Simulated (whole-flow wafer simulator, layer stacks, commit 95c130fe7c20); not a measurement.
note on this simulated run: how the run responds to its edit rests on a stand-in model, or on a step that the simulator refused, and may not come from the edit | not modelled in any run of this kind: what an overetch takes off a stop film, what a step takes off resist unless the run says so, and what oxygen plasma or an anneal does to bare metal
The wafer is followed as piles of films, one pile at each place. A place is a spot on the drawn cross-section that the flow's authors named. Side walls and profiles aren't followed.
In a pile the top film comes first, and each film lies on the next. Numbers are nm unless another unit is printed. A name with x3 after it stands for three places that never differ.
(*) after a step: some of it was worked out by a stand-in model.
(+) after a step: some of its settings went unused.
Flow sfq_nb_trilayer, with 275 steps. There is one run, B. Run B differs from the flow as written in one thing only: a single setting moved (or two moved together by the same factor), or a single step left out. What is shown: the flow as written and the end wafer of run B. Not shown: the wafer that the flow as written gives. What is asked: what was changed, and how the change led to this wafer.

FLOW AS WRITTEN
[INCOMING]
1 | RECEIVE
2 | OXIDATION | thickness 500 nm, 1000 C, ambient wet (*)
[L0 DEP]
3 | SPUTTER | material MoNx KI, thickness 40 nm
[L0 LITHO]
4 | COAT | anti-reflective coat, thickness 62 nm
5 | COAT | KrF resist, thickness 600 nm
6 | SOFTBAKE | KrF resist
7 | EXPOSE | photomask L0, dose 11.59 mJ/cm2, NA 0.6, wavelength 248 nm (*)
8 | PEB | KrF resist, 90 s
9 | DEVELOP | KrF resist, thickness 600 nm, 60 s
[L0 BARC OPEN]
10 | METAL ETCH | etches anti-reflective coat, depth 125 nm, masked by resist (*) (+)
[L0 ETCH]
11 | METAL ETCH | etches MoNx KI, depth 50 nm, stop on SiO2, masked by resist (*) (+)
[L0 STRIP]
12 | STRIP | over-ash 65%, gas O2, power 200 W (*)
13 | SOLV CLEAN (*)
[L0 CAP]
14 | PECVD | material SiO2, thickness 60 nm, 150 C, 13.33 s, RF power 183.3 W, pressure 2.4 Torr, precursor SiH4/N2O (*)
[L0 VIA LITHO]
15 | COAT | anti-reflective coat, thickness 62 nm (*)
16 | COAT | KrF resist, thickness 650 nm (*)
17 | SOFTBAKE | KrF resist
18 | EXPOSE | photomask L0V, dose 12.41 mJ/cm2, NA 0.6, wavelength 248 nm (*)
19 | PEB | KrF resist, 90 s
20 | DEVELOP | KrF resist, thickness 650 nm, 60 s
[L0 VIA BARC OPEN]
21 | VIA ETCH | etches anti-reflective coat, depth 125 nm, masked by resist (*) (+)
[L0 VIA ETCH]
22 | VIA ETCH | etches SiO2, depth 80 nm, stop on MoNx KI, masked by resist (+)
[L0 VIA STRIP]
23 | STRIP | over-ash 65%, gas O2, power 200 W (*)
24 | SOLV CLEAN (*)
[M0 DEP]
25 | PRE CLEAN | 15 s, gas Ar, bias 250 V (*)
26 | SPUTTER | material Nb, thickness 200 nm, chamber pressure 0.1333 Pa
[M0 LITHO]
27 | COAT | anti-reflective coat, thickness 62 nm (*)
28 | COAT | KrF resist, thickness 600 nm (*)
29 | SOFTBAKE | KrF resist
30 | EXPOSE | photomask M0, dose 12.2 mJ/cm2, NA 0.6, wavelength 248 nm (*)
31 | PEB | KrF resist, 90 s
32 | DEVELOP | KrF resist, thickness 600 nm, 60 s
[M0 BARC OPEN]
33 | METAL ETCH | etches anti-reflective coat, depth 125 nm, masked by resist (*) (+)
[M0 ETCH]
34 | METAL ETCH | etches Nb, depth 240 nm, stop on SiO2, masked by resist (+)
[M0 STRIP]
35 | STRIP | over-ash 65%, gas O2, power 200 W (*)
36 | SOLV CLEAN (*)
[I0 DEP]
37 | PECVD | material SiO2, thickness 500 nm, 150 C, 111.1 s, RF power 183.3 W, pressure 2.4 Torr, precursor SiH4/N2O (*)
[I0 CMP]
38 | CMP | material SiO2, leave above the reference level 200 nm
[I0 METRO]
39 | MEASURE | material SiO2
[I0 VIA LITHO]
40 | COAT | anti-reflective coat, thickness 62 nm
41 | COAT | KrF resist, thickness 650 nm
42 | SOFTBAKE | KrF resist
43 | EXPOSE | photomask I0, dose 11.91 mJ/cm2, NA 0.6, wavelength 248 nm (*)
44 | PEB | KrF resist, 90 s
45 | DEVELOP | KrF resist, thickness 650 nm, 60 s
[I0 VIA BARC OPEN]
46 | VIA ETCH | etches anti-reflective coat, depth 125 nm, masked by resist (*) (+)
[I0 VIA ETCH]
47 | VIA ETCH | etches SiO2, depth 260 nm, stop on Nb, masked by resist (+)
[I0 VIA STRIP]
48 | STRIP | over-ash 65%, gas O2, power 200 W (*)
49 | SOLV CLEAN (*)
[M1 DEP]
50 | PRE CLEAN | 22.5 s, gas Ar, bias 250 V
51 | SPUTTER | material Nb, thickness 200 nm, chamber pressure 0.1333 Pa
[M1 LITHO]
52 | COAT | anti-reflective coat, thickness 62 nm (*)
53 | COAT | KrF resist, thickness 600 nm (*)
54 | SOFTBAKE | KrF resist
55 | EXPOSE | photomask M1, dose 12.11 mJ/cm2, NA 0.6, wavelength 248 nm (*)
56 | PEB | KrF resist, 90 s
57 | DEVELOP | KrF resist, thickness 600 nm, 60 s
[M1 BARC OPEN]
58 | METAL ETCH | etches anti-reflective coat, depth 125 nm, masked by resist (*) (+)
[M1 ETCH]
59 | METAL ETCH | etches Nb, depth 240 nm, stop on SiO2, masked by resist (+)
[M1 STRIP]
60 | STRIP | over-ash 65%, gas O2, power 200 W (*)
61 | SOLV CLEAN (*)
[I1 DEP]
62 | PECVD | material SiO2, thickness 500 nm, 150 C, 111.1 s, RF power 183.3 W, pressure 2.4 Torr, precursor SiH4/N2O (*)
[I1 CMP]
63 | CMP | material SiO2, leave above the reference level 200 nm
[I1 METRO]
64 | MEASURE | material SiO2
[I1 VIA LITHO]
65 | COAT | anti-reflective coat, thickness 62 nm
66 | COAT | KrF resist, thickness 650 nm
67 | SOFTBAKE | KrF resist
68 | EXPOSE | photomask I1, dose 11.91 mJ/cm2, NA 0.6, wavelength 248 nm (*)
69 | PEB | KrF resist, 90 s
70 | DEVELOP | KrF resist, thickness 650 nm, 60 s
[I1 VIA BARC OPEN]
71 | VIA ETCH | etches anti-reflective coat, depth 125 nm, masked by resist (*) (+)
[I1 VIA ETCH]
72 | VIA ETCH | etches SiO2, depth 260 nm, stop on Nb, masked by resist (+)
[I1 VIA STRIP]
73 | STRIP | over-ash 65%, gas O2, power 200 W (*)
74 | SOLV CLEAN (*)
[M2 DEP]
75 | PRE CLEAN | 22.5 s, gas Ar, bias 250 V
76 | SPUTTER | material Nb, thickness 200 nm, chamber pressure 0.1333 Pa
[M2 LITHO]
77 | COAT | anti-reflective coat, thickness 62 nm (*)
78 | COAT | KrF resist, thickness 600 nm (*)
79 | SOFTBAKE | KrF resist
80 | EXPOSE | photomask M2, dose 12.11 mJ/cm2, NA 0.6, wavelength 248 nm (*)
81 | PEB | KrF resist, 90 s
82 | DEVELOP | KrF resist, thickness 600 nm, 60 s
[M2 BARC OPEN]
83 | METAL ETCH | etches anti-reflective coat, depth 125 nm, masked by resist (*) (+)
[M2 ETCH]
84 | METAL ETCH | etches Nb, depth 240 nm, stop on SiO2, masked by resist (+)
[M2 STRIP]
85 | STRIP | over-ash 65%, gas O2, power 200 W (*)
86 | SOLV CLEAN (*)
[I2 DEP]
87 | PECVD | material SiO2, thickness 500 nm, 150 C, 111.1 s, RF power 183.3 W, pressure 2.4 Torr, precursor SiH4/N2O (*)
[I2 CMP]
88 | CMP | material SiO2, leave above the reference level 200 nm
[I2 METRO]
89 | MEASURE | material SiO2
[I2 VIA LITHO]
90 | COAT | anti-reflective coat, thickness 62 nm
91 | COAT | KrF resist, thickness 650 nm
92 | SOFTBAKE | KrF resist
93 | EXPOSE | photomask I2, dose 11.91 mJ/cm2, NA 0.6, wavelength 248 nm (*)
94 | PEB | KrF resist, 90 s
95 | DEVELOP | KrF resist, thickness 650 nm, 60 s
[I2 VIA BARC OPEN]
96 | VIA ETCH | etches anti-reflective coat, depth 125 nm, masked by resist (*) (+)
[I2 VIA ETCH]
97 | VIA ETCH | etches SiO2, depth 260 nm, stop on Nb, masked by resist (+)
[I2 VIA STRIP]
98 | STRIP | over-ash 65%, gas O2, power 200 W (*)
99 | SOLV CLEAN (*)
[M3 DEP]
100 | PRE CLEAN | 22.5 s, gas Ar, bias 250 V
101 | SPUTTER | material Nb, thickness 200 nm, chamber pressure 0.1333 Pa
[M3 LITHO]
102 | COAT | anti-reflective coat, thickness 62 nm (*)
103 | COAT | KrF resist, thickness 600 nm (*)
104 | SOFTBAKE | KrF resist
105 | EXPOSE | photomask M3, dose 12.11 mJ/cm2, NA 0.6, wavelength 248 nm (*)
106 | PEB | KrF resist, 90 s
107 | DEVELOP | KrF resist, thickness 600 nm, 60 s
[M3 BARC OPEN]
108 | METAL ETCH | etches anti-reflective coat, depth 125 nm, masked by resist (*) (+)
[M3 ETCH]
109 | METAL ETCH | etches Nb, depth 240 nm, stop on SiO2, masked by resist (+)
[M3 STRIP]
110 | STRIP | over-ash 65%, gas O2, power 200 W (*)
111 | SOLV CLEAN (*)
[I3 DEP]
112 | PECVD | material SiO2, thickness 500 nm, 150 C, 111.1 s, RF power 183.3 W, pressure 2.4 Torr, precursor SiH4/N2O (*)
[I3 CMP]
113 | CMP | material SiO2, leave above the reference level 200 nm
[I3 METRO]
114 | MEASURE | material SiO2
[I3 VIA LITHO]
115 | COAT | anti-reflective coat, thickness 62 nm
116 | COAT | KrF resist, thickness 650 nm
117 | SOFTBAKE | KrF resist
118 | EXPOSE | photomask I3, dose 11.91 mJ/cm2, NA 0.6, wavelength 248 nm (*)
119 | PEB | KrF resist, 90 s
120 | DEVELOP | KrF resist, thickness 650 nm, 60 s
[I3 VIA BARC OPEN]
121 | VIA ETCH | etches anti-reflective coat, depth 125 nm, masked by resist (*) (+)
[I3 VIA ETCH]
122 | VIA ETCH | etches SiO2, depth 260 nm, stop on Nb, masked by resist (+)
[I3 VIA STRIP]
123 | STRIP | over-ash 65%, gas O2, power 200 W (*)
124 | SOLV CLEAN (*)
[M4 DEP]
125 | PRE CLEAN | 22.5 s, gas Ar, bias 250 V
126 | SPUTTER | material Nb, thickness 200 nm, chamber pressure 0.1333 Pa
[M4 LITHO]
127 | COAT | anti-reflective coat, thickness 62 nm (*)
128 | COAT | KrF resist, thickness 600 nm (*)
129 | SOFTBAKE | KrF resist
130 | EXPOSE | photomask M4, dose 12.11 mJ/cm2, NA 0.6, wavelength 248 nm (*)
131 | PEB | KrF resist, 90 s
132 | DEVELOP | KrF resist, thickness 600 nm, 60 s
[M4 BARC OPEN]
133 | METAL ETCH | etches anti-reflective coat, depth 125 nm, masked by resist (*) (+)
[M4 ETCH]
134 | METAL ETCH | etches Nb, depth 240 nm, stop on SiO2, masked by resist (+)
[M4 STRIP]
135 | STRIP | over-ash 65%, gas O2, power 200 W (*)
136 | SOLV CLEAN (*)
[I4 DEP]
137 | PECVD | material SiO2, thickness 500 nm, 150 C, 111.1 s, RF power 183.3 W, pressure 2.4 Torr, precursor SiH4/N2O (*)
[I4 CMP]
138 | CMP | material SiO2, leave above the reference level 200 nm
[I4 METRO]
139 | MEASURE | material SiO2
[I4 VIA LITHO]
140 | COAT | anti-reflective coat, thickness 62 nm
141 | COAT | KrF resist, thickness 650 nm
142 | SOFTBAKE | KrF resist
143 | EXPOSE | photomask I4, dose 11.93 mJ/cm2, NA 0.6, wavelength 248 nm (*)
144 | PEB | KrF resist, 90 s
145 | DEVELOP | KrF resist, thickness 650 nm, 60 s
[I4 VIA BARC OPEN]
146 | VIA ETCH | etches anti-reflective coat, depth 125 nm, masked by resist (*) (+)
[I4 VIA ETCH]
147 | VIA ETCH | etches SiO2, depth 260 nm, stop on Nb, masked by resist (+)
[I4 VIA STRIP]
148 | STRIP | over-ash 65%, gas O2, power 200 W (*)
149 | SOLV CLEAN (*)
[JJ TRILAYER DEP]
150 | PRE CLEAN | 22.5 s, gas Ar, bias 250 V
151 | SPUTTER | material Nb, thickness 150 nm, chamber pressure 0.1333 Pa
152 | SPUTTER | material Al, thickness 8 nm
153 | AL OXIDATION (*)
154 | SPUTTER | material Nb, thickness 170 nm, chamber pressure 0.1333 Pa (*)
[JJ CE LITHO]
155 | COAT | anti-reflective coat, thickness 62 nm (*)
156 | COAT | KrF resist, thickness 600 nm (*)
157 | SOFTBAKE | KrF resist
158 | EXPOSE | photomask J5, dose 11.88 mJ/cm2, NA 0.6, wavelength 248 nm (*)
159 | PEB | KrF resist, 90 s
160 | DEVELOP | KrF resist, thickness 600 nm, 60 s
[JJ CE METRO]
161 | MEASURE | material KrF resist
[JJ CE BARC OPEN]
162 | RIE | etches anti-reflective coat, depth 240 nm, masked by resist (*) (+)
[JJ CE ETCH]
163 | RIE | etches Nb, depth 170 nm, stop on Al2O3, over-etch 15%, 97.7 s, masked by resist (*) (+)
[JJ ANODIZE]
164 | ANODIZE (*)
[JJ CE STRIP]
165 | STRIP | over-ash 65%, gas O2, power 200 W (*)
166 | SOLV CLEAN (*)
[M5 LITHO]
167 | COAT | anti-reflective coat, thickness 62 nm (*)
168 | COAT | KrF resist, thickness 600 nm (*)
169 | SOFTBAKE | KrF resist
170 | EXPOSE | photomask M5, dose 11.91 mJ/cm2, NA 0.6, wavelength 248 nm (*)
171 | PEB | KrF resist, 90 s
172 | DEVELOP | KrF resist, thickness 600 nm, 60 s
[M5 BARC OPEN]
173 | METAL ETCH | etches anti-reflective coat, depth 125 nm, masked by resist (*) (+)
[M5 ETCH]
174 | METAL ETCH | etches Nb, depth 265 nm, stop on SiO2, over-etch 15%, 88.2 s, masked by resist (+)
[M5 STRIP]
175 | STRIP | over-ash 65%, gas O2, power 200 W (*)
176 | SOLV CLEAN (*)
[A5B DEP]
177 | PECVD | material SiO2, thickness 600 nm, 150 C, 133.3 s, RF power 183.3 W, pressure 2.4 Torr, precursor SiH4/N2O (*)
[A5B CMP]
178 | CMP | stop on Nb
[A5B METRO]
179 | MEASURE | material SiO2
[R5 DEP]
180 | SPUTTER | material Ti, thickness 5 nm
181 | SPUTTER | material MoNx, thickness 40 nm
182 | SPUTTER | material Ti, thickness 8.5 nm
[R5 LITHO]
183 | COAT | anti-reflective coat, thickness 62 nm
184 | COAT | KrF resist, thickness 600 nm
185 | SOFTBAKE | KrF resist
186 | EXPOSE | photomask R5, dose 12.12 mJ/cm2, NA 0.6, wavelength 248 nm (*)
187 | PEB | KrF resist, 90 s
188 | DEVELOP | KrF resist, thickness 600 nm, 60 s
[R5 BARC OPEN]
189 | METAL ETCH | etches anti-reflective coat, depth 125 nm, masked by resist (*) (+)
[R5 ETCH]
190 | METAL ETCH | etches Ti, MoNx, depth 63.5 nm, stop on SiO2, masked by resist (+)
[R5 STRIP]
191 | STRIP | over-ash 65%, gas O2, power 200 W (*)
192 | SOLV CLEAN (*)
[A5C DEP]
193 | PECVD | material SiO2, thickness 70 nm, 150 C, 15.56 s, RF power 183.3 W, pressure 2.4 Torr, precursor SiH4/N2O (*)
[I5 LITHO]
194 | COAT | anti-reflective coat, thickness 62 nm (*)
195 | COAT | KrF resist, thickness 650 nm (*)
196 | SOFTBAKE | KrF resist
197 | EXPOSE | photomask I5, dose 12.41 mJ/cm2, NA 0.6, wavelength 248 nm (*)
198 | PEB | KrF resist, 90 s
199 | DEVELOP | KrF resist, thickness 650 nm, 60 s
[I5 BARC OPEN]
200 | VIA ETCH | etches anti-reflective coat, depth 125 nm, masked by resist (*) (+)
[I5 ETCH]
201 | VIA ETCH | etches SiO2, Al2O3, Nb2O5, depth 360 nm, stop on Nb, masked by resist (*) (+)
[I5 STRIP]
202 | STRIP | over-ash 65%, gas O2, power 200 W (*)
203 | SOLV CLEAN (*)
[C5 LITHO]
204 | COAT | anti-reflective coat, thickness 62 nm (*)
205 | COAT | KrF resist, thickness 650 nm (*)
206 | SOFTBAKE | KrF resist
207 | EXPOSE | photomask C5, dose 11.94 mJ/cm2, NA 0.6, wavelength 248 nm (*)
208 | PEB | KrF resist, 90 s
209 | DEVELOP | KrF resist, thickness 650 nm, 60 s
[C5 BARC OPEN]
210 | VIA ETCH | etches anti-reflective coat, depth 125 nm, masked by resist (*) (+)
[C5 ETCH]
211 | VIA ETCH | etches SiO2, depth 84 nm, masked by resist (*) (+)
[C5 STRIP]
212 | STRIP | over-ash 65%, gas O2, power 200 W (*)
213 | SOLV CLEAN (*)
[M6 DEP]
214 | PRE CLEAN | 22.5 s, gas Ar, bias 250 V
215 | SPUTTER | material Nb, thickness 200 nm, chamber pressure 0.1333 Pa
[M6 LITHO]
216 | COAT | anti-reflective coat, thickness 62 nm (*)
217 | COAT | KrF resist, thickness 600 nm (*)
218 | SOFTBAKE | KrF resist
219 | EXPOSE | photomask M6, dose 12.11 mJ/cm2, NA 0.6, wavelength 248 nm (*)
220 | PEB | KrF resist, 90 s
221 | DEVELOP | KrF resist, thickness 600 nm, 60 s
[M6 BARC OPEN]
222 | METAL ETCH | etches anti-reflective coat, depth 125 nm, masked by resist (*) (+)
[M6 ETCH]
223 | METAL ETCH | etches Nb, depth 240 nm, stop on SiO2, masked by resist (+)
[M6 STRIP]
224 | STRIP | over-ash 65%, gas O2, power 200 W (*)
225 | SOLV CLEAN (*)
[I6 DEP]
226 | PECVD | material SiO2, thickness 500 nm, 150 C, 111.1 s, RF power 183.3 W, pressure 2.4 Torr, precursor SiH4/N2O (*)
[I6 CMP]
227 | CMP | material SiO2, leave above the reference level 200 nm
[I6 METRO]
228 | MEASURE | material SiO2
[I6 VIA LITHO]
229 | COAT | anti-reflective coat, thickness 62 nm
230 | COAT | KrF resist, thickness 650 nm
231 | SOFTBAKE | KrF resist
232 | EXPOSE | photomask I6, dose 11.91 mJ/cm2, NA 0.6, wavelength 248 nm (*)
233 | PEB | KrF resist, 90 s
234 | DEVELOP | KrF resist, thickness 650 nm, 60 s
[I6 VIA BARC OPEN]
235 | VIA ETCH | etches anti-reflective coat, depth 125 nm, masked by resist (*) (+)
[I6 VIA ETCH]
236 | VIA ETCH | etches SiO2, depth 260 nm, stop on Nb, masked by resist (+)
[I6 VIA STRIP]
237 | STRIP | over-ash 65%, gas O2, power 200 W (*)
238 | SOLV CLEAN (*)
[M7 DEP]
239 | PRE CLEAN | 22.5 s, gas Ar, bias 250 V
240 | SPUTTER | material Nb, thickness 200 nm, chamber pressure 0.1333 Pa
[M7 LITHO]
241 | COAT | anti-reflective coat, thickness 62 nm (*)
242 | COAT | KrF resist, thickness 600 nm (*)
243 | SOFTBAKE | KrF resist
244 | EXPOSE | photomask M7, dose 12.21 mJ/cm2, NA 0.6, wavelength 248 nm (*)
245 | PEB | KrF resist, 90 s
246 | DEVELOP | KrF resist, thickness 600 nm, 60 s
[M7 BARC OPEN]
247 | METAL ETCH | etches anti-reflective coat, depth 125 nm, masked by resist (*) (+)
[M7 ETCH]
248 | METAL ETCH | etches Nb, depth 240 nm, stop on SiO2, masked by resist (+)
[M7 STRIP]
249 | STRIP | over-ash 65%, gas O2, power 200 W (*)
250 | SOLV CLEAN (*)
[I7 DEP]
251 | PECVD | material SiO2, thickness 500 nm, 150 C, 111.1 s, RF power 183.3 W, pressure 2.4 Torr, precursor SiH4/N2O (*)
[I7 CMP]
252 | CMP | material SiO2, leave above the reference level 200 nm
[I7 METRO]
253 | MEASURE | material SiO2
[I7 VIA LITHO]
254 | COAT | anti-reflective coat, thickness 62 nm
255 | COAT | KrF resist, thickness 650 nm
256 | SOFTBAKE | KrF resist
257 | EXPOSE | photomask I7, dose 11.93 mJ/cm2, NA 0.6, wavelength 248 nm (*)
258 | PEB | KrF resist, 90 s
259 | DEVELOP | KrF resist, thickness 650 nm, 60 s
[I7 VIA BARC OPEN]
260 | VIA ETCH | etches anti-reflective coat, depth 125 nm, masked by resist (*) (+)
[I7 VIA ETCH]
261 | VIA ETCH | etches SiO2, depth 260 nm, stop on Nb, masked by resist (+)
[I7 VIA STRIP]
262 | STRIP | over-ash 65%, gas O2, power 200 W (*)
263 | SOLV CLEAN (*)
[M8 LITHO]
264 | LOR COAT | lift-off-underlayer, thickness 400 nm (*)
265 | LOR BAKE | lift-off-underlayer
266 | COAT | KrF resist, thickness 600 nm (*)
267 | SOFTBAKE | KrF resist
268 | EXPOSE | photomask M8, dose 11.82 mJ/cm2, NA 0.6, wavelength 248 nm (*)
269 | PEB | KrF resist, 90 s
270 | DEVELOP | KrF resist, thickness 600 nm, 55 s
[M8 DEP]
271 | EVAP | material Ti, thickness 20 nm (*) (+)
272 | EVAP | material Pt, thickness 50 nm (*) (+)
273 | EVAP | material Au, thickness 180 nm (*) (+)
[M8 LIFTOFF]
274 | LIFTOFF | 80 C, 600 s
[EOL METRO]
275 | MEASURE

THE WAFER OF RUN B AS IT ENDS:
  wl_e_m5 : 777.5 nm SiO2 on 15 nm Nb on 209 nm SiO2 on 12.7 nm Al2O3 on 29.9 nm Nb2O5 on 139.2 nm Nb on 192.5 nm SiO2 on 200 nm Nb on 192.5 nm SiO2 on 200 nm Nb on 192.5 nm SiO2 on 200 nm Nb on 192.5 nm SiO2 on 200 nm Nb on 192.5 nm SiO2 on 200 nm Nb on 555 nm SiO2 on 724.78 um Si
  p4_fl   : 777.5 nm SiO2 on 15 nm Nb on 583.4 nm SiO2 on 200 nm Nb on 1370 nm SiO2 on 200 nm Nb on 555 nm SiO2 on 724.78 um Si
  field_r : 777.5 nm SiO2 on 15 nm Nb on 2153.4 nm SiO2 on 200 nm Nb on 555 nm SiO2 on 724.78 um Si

The reason: step 223, METAL ETCH: depth 185 nm was run, while the flow as written has depth 240 nm.

Step by step, how the change led to this:
  223 | METAL ETCH | etches Nb, depth 240 nm, stop on SiO2, masked by resist (+)
      field_l, gap, moat and 76 more: Nb loses 185 (it would be, as written: Nb loses 200 (all of it))
      v_sur, via_wl, via_w and 24 more: KrF resist loses 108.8 (it would be, as written: KrF resist loses 141.2)
  224 | STRIP | over-ash 65%, gas O2, power 200 W (*)
      wl_j_sl, wl_j_sr: KrF resist loses 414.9 (all of it), anti-reflective coat loses 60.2 (all of it) (it would be, as written: KrF resist loses 382.5 (all of it), anti-reflective coat loses 60.2 (all of it))
      wl_c_m6, wl_f_m6: KrF resist loses 414.6 (all of it), anti-reflective coat loses 62 (all of it) (it would be, as written: KrF resist loses 382.3 (all of it), anti-reflective coat loses 62 (all of it))
      (also at 23 further places)
  226 | PECVD | material SiO2, thickness 500 nm, 150 C, 111.1 s, RF power 183.3 W, pressure 2.4 Torr, precursor SiH4/N2O (*)
      field_l, p4_fl, p4_fm and 62 more: SiO2 gains 500 (new film) (it would be, as written: SiO2 gains 500)
      moat, field_r, lsp_l, ln_m5, lsp_m: SiO2 gains 494.1 (new film) (it would be, as written: SiO2 gains 493.6)
      (also at 9 further places)
  227 | CMP | material SiO2, leave above the reference level 200 nm
      field_l, p4_fl, p4_fm and 59 more: SiO2 loses 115 (it would be, as written: SiO2 loses 100)
      moat, field_r, lsp_l, ln_m5, lsp_m: SiO2 loses 109.1 (it would be, as written: SiO2 loses 93.6)
      (also at 8 further places)
Taking metal films that touch as one body, wl_e_m5 has 7 bodies (between them, from the top down: SiO2 209 / Al2O3 12.7 / Nb2O5 29.9; SiO2 192.5; SiO2 192.5; SiO2 192.5; SiO2 192.5; SiO2 192.5); the flow as written gives 6 bodies (between them, from the top down: SiO2 192.5; SiO2 192.5; SiO2 192.5; SiO2 192.5; SiO2 192.5).
Taking metal films that touch as one body, p4_fl has 3 bodies (between them, from the top down: SiO2 583.4; SiO2 1370); the flow as written gives 2 bodies (between them, from the top down: SiO2 1370).
Taking metal films that touch as one body, field_r has 2 bodies (between them, from the top down: SiO2 2153.4); the flow as written gives 1 body.
